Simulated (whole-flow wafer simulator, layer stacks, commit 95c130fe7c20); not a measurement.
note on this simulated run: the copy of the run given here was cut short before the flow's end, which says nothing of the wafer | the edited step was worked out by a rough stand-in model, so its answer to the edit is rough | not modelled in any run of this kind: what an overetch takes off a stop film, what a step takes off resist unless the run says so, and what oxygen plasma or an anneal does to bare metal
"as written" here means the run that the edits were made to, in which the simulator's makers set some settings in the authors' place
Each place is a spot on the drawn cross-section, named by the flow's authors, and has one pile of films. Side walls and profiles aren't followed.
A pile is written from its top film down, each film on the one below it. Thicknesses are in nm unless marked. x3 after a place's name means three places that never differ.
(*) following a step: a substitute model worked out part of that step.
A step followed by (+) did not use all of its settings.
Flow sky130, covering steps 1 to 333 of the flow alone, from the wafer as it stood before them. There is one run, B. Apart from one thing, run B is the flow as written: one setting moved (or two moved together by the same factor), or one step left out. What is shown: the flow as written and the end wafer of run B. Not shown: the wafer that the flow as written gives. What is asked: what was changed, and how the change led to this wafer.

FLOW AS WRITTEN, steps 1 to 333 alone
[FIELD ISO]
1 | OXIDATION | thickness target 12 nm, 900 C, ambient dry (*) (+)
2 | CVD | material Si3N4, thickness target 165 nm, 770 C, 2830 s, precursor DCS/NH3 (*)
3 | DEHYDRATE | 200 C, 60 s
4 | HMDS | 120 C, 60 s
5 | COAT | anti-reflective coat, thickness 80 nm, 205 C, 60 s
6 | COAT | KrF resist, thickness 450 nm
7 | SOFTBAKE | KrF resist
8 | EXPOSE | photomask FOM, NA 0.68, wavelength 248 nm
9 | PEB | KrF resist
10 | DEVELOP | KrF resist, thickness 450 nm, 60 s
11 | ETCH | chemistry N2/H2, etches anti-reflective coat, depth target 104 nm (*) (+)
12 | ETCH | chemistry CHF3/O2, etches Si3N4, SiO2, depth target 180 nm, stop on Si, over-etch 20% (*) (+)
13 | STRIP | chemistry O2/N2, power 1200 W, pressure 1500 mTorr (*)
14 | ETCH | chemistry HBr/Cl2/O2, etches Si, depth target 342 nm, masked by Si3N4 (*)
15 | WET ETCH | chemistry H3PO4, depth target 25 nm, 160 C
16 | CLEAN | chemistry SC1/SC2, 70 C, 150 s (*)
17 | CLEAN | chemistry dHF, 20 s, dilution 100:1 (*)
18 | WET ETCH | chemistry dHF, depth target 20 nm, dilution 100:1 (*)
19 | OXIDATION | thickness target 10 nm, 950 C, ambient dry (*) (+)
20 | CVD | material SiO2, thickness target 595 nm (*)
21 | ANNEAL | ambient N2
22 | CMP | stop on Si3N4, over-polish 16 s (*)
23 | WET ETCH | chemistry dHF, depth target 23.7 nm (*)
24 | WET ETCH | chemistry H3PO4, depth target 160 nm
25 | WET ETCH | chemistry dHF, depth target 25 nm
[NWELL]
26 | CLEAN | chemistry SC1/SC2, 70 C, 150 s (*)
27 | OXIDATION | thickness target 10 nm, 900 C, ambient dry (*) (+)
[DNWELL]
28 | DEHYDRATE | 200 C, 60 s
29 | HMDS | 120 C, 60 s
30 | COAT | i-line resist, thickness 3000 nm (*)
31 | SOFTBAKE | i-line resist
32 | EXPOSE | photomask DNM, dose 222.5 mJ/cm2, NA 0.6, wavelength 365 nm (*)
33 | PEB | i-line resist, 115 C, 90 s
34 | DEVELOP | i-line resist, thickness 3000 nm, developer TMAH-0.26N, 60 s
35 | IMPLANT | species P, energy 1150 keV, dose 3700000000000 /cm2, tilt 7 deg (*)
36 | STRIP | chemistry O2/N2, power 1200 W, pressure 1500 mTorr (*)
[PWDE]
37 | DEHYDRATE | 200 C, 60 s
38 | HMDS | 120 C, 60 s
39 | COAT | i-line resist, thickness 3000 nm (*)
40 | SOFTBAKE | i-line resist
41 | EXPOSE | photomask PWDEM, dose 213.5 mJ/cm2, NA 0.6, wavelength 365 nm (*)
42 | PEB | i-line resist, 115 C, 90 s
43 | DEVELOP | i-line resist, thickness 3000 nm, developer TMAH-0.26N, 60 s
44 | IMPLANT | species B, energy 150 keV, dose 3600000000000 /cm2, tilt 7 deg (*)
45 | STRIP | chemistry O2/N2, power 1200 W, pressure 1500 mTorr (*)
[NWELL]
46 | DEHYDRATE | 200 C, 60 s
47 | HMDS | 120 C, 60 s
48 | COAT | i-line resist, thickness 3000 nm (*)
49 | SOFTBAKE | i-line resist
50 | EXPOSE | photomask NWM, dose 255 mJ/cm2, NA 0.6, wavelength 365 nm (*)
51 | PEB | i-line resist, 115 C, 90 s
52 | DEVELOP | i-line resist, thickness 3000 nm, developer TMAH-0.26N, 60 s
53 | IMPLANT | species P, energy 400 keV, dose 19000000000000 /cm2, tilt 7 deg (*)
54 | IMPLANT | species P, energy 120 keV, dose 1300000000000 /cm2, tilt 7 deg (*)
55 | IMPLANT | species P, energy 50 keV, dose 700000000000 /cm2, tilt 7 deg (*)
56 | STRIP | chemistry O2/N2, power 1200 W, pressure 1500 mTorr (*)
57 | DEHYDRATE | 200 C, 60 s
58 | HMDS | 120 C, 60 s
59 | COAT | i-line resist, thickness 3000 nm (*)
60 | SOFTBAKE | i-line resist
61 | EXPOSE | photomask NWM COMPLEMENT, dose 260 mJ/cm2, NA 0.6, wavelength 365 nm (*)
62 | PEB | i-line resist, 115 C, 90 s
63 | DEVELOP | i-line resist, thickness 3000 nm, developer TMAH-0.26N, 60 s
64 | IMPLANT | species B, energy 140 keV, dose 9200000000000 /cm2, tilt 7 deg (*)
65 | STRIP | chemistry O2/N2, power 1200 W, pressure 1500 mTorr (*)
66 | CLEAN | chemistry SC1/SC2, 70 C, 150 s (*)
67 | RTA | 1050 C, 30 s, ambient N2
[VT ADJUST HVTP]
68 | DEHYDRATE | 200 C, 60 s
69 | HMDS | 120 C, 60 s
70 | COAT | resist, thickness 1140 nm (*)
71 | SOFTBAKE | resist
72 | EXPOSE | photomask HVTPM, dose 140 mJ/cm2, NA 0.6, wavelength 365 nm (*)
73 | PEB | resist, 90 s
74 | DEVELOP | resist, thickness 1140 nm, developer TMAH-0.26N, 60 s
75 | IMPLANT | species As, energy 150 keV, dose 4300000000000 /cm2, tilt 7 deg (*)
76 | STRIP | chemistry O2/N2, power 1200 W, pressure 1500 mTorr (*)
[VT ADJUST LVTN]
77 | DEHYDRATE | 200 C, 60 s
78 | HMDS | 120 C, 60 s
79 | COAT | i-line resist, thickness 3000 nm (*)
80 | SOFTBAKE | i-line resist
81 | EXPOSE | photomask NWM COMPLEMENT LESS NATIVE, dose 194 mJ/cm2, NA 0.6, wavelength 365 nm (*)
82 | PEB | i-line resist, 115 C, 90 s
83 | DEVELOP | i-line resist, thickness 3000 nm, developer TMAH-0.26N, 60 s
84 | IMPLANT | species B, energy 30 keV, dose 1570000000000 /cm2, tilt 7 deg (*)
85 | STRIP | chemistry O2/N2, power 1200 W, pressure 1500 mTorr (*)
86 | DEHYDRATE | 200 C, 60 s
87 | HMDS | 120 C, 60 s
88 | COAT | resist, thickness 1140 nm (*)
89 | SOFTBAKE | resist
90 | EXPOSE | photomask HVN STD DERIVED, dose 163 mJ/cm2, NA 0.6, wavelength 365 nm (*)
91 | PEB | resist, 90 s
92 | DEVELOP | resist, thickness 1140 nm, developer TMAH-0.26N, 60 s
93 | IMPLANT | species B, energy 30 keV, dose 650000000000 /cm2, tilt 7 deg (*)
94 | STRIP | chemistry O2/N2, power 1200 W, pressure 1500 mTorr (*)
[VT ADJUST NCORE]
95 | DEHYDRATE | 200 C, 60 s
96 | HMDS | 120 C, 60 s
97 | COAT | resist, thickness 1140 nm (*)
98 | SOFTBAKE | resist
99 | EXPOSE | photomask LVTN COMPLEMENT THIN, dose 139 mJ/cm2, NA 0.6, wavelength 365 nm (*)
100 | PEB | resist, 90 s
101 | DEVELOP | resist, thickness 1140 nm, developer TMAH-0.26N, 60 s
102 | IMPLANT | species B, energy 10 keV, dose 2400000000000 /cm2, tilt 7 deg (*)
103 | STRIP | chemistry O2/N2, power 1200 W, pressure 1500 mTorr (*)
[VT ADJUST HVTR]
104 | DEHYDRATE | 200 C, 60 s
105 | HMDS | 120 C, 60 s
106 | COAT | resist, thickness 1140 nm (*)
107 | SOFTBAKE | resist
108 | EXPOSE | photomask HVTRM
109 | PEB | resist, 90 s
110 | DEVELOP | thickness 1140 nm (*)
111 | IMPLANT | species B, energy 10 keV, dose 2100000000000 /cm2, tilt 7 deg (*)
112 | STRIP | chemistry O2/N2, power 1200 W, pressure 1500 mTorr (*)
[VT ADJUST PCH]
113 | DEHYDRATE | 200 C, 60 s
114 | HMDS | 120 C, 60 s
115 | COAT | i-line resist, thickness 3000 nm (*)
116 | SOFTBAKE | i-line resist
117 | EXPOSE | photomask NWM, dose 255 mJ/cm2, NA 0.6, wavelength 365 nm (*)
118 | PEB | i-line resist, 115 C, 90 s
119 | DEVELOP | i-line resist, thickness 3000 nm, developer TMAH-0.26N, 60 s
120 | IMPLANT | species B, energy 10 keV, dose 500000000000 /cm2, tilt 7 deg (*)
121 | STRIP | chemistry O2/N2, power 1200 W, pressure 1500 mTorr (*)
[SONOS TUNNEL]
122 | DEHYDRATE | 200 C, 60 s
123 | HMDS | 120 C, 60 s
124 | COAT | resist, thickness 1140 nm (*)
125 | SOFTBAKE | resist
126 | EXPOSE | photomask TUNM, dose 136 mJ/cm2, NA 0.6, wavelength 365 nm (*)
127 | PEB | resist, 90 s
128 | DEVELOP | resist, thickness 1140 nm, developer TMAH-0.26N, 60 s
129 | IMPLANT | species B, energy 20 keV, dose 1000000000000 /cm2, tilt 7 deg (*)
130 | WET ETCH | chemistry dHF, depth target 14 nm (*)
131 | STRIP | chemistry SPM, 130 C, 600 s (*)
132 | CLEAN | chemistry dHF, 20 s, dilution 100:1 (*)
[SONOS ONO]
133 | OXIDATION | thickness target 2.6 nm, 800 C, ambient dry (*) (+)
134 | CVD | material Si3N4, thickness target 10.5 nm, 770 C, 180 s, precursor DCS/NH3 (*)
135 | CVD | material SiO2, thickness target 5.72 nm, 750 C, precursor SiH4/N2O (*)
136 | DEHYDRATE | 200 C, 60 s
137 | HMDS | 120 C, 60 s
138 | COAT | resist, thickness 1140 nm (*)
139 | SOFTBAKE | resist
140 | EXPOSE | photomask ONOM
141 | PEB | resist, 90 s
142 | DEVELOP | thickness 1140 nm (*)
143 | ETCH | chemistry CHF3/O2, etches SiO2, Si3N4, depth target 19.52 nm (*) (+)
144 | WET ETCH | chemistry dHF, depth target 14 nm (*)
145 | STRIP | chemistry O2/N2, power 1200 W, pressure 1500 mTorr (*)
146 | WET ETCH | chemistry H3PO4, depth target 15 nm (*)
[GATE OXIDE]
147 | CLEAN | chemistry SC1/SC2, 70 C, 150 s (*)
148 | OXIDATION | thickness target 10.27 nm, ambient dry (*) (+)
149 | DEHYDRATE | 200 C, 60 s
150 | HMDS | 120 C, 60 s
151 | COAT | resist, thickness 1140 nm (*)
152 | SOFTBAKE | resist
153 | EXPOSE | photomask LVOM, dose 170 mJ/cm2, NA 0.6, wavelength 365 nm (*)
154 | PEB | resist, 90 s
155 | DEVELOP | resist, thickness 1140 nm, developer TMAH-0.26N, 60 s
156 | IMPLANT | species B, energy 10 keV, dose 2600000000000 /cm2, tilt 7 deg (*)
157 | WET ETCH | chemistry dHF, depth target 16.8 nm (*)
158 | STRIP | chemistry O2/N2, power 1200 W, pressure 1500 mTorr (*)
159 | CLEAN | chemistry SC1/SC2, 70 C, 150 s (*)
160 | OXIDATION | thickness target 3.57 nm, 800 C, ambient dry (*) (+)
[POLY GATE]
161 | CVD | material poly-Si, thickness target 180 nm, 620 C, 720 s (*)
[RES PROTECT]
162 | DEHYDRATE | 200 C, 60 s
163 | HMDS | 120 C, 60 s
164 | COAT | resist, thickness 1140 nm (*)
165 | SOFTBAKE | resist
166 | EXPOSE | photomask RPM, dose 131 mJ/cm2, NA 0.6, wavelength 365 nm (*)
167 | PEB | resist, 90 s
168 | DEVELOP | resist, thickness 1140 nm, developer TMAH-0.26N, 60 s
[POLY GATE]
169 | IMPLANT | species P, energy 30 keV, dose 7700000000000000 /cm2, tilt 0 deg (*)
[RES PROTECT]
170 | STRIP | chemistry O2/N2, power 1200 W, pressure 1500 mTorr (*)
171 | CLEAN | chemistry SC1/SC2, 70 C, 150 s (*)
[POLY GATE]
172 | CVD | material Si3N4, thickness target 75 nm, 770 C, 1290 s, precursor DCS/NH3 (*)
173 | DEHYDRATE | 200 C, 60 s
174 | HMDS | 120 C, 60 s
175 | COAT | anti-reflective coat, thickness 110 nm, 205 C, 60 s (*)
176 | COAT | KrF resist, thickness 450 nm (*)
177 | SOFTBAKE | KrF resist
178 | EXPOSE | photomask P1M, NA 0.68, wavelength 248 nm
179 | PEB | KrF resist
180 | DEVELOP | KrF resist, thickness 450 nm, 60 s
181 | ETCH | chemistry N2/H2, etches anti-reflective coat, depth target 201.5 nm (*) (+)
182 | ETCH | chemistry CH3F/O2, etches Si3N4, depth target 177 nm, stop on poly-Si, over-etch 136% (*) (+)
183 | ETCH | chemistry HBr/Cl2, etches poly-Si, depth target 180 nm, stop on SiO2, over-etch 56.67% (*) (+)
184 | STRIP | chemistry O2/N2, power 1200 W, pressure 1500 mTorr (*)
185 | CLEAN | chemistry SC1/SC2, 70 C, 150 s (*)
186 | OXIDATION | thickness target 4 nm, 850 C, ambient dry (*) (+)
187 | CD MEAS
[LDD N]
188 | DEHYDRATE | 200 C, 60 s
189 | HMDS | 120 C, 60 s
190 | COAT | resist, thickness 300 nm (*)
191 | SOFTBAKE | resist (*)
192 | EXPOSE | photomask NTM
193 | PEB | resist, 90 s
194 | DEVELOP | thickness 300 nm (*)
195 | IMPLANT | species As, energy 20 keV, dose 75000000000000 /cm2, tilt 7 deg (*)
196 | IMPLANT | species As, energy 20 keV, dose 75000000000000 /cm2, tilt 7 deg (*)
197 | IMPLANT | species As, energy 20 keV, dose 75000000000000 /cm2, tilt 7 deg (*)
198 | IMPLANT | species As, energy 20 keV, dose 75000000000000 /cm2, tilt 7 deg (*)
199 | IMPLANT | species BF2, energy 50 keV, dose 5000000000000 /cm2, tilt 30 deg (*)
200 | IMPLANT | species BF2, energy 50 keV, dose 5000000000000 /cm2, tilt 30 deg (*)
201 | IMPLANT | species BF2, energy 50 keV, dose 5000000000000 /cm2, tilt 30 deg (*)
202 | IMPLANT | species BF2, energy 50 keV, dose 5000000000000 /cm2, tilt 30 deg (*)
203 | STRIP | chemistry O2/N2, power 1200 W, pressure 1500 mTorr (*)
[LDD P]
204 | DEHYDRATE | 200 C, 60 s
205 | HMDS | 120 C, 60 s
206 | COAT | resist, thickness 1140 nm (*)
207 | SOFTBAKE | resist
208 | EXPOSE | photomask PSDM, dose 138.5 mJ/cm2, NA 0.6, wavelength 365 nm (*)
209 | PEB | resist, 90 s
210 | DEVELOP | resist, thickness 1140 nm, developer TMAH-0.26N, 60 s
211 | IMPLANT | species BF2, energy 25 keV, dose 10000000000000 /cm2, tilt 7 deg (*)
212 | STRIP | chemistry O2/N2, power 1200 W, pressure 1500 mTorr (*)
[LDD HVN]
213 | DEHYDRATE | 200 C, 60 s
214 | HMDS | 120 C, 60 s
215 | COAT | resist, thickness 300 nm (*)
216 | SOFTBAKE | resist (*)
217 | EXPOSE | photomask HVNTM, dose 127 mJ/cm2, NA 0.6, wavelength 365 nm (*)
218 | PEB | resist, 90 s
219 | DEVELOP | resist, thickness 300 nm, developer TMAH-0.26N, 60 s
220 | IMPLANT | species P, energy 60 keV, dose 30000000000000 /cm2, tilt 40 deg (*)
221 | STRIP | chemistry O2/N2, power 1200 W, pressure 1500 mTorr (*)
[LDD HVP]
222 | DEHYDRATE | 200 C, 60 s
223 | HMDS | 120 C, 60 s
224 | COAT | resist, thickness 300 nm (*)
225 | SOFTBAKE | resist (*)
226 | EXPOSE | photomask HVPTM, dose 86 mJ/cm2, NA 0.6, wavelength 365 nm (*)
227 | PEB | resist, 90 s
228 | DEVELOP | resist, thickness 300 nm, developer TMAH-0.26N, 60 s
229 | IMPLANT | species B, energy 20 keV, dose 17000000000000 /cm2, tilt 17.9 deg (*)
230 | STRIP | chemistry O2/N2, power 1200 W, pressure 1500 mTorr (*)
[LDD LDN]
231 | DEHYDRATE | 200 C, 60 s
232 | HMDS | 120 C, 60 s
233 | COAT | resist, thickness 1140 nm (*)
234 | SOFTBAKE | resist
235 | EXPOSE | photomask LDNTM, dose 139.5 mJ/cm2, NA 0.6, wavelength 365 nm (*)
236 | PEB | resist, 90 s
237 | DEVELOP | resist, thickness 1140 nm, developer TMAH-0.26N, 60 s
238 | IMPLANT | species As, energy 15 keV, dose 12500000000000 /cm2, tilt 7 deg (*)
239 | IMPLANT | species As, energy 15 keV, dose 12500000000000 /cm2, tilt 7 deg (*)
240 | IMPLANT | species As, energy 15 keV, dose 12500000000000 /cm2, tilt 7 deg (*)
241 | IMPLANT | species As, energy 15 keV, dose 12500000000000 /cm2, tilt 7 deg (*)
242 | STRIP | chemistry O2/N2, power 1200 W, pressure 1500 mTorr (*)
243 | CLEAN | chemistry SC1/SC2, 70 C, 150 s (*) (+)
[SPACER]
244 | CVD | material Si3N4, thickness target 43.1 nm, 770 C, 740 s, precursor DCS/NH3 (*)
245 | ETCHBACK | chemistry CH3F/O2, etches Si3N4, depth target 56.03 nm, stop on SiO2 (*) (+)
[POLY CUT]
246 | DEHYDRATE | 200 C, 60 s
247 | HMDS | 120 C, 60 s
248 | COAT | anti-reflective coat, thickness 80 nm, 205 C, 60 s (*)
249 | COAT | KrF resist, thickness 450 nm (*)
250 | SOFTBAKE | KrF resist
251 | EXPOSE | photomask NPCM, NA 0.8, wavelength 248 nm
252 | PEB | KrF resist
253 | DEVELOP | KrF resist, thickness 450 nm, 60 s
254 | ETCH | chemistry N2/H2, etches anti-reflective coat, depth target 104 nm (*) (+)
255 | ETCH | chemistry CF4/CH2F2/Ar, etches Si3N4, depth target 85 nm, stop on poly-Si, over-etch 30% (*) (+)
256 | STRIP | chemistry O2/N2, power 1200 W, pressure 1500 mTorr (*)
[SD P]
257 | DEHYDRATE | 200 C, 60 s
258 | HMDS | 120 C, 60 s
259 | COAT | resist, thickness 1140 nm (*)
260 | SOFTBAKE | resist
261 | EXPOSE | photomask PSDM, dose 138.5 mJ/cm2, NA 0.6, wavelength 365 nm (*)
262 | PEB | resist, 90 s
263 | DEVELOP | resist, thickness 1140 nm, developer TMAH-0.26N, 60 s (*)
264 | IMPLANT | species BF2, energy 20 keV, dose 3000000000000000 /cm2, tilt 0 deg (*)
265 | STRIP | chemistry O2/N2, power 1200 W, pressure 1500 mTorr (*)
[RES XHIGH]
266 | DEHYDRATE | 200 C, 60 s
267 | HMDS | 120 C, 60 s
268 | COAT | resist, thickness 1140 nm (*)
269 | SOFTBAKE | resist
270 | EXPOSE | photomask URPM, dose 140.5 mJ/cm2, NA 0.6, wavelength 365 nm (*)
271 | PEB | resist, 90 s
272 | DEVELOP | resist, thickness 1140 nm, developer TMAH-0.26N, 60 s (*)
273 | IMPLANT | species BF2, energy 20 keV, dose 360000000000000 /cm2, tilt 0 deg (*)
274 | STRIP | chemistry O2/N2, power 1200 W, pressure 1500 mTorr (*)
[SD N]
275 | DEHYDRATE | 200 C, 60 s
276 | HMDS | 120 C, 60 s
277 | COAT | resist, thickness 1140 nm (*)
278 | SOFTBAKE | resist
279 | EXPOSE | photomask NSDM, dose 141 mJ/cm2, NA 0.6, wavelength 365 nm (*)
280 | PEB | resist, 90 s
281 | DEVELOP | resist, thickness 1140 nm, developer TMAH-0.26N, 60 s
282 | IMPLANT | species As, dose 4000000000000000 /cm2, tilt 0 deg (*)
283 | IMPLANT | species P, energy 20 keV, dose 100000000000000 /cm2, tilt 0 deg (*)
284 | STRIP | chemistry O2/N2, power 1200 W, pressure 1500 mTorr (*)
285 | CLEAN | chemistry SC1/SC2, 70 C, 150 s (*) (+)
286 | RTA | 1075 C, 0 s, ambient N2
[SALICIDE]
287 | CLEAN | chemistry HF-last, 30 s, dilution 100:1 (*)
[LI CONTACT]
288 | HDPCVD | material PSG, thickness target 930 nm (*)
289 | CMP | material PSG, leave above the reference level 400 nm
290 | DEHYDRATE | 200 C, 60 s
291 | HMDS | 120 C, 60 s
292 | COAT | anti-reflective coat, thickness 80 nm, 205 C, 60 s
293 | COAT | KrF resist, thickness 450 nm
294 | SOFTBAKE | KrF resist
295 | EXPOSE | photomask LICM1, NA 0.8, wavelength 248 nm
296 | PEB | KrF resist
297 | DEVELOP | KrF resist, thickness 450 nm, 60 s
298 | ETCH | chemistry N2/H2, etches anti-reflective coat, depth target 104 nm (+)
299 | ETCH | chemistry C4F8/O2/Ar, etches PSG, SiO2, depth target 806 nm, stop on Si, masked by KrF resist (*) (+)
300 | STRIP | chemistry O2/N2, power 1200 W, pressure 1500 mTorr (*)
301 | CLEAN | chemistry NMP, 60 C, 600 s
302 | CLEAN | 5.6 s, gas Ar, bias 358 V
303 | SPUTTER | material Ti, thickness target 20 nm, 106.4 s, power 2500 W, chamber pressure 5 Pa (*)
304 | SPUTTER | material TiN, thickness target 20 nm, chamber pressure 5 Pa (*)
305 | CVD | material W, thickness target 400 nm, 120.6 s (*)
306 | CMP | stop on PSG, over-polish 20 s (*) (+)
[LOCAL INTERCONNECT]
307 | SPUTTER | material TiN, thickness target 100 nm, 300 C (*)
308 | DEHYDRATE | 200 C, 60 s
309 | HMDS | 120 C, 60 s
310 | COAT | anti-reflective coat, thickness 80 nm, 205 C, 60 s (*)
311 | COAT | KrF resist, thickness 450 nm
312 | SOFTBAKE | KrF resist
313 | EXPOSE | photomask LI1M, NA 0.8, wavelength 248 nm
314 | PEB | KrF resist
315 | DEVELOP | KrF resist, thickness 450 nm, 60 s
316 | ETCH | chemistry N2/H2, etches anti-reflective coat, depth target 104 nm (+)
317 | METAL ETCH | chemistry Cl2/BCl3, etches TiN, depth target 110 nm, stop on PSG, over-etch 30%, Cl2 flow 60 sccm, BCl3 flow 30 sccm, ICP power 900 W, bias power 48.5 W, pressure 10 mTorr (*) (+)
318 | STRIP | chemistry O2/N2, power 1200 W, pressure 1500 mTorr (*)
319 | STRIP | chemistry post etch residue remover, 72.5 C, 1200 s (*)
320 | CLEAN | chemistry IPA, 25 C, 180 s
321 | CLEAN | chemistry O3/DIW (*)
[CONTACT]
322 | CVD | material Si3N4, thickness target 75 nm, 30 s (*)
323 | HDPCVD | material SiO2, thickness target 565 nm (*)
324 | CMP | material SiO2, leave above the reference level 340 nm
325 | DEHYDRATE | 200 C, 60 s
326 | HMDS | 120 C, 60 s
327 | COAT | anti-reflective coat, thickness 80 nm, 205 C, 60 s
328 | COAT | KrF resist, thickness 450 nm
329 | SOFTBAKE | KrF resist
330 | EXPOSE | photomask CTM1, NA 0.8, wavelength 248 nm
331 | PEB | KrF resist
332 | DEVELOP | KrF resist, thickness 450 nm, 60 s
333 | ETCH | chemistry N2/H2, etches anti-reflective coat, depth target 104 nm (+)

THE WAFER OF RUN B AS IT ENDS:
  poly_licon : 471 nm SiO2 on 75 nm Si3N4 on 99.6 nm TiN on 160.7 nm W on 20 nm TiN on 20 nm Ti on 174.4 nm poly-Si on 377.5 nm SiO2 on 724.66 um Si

The reason: step 305, CVD: 48.22 s was run, while the flow as written has 120.6 s.

Step by step, how the change led to this:
  305 | CVD | material W, thickness target 400 nm, 120.6 s (*)
      field, active, n_well and 185 more: +160.7 W (new film) (as written it would have been: +400 W (new film))
      ndiff_licon: +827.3 W (new film) (as written it would have been: +1066.5 W (new film))
      (also at 2 further places)
  306 | CMP | stop on PSG, over-polish 20 s (*) (+)
      poly_licon: nothing (as written it would have been: -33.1 W)
      field, active, n_well and 184 more: -160.7 W (all of it), -20 TiN (all of it), -20 Ti (all of it), -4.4 PSG (as written it would have been: -400 W (all of it), -20 TiN (all of it), -20 Ti (all of it), -4.4 PSG)
      (also at 3 further places)
  310 | COAT | anti-reflective coat, thickness 80 nm, 205 C, 60 s (*)
      poly_licon: +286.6 anti-reflective coat (new film) (as written it would have been: +80.4 anti-reflective coat (new film))
  318 | STRIP | chemistry O2/N2, power 1200 W, pressure 1500 mTorr (*)
      poly_licon: -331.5 KrF resist (all of it), -286.6 anti-reflective coat (all of it) (as written it would have been: -331.5 KrF resist (all of it), -80.4 anti-reflective coat (all of it))
  324 | CMP | material SiO2, leave above the reference level 340 nm
      poly_licon: -93.4 SiO2 (as written it would have been: -299.5 SiO2)
